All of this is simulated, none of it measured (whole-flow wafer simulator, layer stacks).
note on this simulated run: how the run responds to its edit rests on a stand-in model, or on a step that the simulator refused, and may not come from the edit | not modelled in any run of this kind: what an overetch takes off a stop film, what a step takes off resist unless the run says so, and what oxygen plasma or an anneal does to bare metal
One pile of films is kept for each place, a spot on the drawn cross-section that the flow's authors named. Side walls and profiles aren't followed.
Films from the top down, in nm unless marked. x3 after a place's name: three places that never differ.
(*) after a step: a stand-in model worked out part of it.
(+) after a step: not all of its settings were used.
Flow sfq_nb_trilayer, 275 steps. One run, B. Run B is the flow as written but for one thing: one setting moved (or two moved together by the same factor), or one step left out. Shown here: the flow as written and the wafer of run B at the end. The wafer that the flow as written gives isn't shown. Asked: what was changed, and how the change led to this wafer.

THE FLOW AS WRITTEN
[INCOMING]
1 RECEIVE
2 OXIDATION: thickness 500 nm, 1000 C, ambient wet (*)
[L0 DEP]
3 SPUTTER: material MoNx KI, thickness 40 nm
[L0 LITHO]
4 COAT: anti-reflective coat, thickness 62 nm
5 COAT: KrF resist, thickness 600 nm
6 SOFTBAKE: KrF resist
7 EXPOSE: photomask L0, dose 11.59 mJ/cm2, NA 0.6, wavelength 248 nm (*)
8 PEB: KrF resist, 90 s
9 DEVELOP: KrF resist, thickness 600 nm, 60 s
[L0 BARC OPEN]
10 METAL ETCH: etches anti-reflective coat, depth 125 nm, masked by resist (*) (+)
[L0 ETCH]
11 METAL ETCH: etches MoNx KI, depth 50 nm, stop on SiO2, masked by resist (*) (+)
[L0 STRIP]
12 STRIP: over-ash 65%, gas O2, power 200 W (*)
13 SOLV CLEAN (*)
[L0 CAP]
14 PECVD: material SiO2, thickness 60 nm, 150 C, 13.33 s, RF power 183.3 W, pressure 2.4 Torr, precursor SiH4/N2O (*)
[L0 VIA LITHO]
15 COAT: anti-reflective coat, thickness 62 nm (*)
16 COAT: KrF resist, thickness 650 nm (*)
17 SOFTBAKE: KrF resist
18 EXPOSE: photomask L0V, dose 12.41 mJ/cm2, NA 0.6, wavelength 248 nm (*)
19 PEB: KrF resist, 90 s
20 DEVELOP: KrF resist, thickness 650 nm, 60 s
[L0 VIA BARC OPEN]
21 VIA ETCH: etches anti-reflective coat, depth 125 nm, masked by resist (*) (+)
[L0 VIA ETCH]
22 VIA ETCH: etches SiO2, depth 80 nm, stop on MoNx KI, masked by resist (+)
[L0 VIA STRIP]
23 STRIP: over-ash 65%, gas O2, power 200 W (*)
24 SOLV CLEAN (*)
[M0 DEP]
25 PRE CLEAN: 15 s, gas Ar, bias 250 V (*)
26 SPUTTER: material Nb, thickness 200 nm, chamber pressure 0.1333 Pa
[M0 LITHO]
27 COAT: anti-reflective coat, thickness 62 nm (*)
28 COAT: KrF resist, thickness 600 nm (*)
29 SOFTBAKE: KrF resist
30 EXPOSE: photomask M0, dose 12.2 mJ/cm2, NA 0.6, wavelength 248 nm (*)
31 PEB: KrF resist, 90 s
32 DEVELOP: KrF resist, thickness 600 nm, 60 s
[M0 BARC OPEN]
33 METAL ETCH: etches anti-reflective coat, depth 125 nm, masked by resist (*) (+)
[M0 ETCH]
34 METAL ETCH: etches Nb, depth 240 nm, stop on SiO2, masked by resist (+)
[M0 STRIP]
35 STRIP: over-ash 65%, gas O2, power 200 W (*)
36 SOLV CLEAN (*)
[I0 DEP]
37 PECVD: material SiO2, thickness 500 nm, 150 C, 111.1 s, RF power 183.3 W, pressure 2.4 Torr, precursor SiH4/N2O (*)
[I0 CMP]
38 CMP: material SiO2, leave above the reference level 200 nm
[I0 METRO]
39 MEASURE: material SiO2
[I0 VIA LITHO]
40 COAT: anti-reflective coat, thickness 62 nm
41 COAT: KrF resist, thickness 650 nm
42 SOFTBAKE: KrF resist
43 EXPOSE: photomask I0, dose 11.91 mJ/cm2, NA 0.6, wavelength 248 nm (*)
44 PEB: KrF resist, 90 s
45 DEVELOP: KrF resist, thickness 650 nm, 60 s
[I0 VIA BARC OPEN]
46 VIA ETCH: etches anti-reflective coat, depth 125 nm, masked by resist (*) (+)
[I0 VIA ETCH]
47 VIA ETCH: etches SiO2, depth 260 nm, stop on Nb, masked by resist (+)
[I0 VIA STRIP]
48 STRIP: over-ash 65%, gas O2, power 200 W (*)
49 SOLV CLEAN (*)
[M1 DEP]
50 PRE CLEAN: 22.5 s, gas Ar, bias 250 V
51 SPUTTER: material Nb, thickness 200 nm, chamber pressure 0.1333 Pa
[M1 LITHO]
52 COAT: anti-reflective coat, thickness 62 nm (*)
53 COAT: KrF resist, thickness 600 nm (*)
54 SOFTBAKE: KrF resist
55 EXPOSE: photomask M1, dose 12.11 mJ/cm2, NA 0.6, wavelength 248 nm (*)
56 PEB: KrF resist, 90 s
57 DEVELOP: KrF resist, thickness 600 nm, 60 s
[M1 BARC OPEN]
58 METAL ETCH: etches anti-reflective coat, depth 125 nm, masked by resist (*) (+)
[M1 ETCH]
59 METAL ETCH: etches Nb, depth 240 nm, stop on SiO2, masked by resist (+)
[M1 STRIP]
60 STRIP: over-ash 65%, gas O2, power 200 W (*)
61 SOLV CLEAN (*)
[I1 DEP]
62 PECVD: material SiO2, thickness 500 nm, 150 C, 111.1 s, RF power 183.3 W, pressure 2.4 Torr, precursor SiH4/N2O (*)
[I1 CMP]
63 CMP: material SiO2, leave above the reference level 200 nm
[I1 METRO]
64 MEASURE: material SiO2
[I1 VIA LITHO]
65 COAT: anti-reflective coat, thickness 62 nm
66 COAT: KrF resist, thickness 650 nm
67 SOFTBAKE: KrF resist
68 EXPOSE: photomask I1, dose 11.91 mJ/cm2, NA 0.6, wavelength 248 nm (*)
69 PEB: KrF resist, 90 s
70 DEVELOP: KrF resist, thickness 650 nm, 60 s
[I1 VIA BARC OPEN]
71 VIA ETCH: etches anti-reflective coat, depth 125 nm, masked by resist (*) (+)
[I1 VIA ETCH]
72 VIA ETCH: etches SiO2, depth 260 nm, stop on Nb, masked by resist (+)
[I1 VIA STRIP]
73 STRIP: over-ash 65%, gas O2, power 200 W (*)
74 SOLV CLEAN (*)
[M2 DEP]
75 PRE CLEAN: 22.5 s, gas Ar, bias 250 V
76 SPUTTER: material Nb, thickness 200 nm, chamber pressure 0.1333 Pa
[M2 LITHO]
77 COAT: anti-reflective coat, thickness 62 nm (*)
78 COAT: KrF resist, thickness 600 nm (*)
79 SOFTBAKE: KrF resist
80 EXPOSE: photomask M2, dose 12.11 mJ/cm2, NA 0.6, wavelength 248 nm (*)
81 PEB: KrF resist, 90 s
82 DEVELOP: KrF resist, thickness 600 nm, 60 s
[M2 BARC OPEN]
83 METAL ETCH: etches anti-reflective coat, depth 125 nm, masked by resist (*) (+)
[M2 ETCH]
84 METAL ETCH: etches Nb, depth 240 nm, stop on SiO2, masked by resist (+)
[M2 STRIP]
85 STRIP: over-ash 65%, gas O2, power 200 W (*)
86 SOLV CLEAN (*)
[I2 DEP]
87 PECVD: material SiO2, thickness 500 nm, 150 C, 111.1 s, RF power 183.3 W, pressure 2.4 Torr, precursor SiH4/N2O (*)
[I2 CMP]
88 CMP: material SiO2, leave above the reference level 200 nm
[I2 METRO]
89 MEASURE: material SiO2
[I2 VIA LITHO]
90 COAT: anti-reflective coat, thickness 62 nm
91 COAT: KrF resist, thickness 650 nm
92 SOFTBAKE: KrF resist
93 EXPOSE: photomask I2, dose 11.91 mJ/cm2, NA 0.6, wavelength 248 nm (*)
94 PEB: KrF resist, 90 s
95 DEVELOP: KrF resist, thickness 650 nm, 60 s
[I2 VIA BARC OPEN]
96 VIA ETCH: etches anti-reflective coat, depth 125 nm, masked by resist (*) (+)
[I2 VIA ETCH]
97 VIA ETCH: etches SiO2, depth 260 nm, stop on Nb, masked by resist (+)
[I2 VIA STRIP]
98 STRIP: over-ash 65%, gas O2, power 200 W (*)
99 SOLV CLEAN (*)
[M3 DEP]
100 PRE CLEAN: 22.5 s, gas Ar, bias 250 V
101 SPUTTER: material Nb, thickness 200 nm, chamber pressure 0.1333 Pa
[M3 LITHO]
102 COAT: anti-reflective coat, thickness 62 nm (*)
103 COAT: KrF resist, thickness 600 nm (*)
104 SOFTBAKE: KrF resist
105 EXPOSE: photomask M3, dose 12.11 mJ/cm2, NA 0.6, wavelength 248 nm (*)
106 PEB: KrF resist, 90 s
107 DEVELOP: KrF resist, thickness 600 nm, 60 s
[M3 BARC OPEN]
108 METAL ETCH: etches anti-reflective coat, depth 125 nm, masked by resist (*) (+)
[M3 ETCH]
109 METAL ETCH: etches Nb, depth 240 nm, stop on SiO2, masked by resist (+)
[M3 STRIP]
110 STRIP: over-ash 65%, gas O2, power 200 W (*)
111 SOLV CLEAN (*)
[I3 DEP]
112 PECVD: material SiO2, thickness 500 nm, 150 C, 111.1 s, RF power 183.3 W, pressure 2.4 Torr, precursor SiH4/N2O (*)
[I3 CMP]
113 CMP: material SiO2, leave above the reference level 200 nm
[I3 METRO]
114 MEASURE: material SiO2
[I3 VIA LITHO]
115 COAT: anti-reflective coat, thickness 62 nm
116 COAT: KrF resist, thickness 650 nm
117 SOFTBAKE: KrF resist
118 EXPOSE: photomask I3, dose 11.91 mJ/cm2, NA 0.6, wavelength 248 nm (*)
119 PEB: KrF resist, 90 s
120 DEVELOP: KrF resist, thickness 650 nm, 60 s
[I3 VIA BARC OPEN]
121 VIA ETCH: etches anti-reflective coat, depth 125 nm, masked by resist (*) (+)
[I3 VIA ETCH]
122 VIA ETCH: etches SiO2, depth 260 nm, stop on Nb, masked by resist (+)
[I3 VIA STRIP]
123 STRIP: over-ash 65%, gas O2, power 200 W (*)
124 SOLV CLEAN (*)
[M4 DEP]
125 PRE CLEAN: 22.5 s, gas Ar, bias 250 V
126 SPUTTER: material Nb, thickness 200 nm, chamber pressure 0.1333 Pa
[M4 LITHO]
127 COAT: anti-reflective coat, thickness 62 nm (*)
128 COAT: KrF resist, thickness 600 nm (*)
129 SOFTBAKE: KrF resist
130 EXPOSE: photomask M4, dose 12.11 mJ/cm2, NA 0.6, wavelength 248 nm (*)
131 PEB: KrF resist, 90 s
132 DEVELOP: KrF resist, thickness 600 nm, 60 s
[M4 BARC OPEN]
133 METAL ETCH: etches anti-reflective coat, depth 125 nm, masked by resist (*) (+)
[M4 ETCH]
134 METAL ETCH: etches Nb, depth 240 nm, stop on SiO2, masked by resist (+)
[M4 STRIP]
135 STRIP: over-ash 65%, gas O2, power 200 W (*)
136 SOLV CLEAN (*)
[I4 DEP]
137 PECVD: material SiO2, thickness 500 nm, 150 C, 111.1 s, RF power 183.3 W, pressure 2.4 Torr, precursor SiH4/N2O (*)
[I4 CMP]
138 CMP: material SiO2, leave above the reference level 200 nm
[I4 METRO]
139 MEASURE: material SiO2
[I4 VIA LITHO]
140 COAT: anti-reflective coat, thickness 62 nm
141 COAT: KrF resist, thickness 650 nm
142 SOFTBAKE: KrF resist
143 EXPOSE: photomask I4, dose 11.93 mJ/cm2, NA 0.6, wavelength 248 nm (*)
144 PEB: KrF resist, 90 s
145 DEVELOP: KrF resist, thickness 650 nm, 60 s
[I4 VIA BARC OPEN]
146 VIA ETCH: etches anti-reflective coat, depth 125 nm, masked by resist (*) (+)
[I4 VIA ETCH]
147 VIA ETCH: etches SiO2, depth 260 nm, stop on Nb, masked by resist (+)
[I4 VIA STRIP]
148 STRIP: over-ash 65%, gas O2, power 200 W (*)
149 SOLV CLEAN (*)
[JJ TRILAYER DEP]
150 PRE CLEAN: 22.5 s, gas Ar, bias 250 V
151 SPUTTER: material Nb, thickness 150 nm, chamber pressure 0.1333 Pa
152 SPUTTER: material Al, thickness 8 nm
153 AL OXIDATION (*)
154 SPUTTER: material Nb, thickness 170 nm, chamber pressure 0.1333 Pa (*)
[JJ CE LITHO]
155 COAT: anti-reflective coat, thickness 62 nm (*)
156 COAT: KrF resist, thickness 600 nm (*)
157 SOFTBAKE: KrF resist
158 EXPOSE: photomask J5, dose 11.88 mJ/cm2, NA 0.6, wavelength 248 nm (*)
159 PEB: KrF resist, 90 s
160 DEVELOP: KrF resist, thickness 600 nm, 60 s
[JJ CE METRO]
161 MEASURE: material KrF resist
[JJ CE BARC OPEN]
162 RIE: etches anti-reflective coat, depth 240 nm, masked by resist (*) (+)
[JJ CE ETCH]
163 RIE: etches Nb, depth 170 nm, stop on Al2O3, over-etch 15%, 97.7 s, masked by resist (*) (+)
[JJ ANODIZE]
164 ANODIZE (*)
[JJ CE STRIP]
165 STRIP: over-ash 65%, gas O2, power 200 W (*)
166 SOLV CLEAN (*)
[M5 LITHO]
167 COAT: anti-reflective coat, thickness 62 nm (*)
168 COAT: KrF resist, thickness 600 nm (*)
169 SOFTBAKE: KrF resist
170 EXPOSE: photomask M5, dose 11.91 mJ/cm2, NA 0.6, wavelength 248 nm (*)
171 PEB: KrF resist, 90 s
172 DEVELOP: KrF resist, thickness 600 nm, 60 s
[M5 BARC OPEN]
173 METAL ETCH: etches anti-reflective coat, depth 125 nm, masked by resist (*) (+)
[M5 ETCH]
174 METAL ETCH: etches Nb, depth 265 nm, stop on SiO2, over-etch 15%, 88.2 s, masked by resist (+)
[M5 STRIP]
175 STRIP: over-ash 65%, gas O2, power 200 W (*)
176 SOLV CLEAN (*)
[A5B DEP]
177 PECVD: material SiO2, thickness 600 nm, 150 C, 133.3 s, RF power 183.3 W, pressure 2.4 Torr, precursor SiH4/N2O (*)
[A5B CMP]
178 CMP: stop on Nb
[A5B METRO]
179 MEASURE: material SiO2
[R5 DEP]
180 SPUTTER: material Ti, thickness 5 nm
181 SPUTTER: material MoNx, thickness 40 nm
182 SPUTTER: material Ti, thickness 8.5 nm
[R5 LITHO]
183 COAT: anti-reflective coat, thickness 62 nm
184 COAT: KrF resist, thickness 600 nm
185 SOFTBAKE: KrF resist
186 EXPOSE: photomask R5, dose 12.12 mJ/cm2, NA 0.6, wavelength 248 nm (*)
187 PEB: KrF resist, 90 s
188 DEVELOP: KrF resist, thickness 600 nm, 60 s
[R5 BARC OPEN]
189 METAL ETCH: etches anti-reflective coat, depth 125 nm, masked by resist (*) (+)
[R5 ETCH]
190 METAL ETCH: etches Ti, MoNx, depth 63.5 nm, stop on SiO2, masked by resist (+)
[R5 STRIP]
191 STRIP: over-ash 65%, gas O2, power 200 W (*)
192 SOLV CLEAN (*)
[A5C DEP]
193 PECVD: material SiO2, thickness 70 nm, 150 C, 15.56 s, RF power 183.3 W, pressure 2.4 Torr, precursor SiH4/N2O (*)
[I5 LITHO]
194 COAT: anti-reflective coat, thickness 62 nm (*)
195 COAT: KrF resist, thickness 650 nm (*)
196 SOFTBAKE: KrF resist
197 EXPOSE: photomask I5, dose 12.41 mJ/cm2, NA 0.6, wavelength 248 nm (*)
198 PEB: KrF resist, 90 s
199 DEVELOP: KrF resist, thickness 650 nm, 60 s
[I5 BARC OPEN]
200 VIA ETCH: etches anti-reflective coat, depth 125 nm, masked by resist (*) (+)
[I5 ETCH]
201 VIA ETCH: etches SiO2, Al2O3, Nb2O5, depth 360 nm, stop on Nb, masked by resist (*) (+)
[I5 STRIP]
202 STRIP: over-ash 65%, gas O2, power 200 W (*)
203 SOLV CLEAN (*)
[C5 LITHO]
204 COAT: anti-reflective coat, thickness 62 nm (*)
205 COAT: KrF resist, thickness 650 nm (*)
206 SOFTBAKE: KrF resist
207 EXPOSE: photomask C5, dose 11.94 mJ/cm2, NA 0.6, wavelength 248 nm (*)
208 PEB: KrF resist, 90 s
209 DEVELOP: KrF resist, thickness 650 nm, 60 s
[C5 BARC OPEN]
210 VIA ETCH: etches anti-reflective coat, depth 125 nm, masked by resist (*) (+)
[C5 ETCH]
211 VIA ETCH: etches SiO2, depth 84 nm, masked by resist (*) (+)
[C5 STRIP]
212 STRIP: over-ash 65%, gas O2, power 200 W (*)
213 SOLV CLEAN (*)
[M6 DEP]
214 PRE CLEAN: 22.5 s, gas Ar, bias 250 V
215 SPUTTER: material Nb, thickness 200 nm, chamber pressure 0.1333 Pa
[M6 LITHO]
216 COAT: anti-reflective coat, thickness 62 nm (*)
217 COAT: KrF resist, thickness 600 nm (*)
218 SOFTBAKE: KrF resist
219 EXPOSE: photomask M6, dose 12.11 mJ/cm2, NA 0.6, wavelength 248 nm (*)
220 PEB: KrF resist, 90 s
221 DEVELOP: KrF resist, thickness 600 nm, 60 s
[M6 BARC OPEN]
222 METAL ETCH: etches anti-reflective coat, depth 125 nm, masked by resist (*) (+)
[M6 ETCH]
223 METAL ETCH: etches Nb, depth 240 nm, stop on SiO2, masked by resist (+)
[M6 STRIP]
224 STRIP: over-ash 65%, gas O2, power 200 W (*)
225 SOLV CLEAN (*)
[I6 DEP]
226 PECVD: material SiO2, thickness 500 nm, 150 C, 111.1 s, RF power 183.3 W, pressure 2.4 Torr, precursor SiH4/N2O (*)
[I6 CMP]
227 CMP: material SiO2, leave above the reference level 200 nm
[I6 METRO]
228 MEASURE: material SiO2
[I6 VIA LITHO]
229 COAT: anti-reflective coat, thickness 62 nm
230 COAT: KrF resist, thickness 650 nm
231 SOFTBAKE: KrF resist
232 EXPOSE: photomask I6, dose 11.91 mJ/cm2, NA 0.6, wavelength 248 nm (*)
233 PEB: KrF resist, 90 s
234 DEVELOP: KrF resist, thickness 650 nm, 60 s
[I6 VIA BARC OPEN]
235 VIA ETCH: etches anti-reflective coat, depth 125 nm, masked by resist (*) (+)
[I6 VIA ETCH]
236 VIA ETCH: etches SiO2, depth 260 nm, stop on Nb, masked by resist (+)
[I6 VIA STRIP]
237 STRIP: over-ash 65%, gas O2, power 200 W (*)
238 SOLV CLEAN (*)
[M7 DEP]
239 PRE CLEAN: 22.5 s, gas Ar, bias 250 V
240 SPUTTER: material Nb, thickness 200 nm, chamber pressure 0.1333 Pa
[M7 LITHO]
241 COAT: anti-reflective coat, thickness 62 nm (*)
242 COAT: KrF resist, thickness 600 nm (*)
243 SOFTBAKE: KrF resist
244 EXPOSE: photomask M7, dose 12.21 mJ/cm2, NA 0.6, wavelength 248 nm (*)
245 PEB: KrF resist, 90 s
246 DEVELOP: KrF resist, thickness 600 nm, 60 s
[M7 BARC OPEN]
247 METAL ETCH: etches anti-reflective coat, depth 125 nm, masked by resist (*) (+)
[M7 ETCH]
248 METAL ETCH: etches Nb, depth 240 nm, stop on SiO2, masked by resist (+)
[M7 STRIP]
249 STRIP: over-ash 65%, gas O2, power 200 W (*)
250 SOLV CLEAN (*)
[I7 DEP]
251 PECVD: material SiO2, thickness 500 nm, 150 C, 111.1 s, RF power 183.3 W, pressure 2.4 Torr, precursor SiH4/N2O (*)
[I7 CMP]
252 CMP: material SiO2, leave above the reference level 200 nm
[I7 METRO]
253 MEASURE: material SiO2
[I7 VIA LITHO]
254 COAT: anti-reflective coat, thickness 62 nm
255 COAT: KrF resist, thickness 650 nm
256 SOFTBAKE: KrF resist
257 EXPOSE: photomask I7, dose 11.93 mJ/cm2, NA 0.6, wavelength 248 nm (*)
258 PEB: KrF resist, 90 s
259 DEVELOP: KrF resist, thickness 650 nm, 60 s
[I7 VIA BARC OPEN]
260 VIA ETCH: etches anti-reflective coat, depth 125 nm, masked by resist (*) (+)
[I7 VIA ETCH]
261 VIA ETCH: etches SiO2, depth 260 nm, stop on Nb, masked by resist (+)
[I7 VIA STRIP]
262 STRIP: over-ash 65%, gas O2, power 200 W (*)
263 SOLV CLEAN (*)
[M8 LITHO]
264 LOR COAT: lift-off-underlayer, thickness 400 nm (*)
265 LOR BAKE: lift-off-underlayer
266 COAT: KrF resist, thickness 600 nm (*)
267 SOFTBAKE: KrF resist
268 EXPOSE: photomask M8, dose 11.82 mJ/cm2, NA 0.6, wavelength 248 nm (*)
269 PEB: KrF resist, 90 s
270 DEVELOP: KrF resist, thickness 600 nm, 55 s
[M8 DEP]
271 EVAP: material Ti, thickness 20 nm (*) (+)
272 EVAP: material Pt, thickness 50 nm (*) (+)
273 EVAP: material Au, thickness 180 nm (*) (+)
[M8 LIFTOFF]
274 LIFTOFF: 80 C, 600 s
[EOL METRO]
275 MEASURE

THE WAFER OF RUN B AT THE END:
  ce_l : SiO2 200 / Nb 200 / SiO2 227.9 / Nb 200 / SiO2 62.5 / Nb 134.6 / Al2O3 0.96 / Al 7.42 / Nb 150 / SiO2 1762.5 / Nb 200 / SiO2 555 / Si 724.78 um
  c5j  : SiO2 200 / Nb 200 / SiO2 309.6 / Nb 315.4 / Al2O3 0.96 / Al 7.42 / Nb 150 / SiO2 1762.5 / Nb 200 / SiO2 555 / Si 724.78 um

The cause: step 190, METAL ETCH: depth 88.9 nm was run, where the flow has depth 63.5 nm.

How the change led to this, step by step:
  190 METAL ETCH: etches Ti, MoNx, depth 63.5 nm, stop on SiO2, masked by resist (+)
      be_r, r_sur, res, r_end, r5r_line_l, r5r_line_c, r5r_line_r: KrF resist -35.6 (as written it would be: KrF resist -25.4)
      ce_l, c5j, ce_r, wl_jj: Ti -8.5 (all of it), MoNx -40 (all of it), Ti -5 (all of it), Nb -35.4 (as written it would be: Ti -8.5 (all of it), MoNx -40 (all of it), Ti -5 (all of it), Nb -10)
  191 STRIP: over-ash 65%, gas O2, power 200 W (*)
      be_r, r_sur, res, r_end, r5r_line_l, r5r_line_c, r5r_line_r: KrF resist -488 (all of it), anti-reflective coat -62 (all of it) (as written it would be: KrF resist -498.2 (all of it), anti-reflective coat -62 (all of it))
  194 COAT: anti-reflective coat, thickness 62 nm (*)
      wl_j_sl, wl_j_sr: anti-reflective coat +56.2 (new film) (as written it would be: anti-reflective coat +60.2 (new film))
      jj_sur: anti-reflective coat +56.7 (new film) (as written it would be: anti-reflective coat +60.8 (new film))
      (and at 5 more places)
  202 STRIP: over-ash 65%, gas O2, power 200 W (*)
      wl_j_sl, wl_j_sr: KrF resist -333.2 (all of it), anti-reflective coat -56.2 (all of it) (as written it would be: KrF resist -333.3 (all of it), anti-reflective coat -60.2 (all of it))
      jj_sur: KrF resist -337.5 (all of it), anti-reflective coat -56.7 (all of it) (as written it would be: KrF resist -337.2 (all of it), anti-reflective coat -60.8 (all of it))
      (and at 5 more places)
  204 COAT: anti-reflective coat, thickness 62 nm (*)
      wl_j_sl, wl_j_sr: anti-reflective coat +56.2 (new film) (as written it would be: anti-reflective coat +60.2 (new film))
      jj_sur: anti-reflective coat +55.5 (new film) (as written it would be: anti-reflective coat +59.5 (new film))
      (and at 5 more places)
  210 VIA ETCH: etches anti-reflective coat, depth 125 nm, masked by resist (*) (+)
      c5j: anti-reflective coat -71 (all of it), SiO2 -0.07 (as written it would be: anti-reflective coat -63.9 (all of it), SiO2 -0.11)
  212 STRIP: over-ash 65%, gas O2, power 200 W (*)
      wl_j_sl, wl_j_sr: KrF resist -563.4 (all of it), anti-reflective coat -56.2 (all of it) (as written it would be: KrF resist -563.4 (all of it), anti-reflective coat -60.2 (all of it))
      jj_sur: KrF resist -562.3 (all of it), anti-reflective coat -55.5 (all of it) (as written it would be: KrF resist -562 (all of it), anti-reflective coat -59.5 (all of it))
      (and at 4 more places)
  216 COAT: anti-reflective coat, thickness 62 nm (*)
      wl_j_sl, wl_j_sr: anti-reflective coat +56.3 (new film) (as written it would be: anti-reflective coat +60.2 (new film))
      jj_sur: anti-reflective coat +52 (new film) (as written it would be: anti-reflective coat +56.1 (new film))
      (and at 5 more places)
  224 STRIP: over-ash 65%, gas O2, power 200 W (*)
      wl_j_sl, wl_j_sr: KrF resist -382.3 (all of it), anti-reflective coat -56.3 (all of it) (as written it would be: KrF resist -382.5 (all of it), anti-reflective coat -60.2 (all of it))
      jj_sur: KrF resist -378.4 (all of it), anti-reflective coat -52 (all of it) (as written it would be: KrF resist -378.5 (all of it), anti-reflective coat -56.1 (all of it))
      (and at 5 more places)
  227 CMP: material SiO2, leave above the reference level 200 nm
      ce_l, ce_r, wl_jj: SiO2 -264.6 (as written it would be: SiO2 -290)
      c5j: SiO2 -197.6 (as written it would be: SiO2 -223)
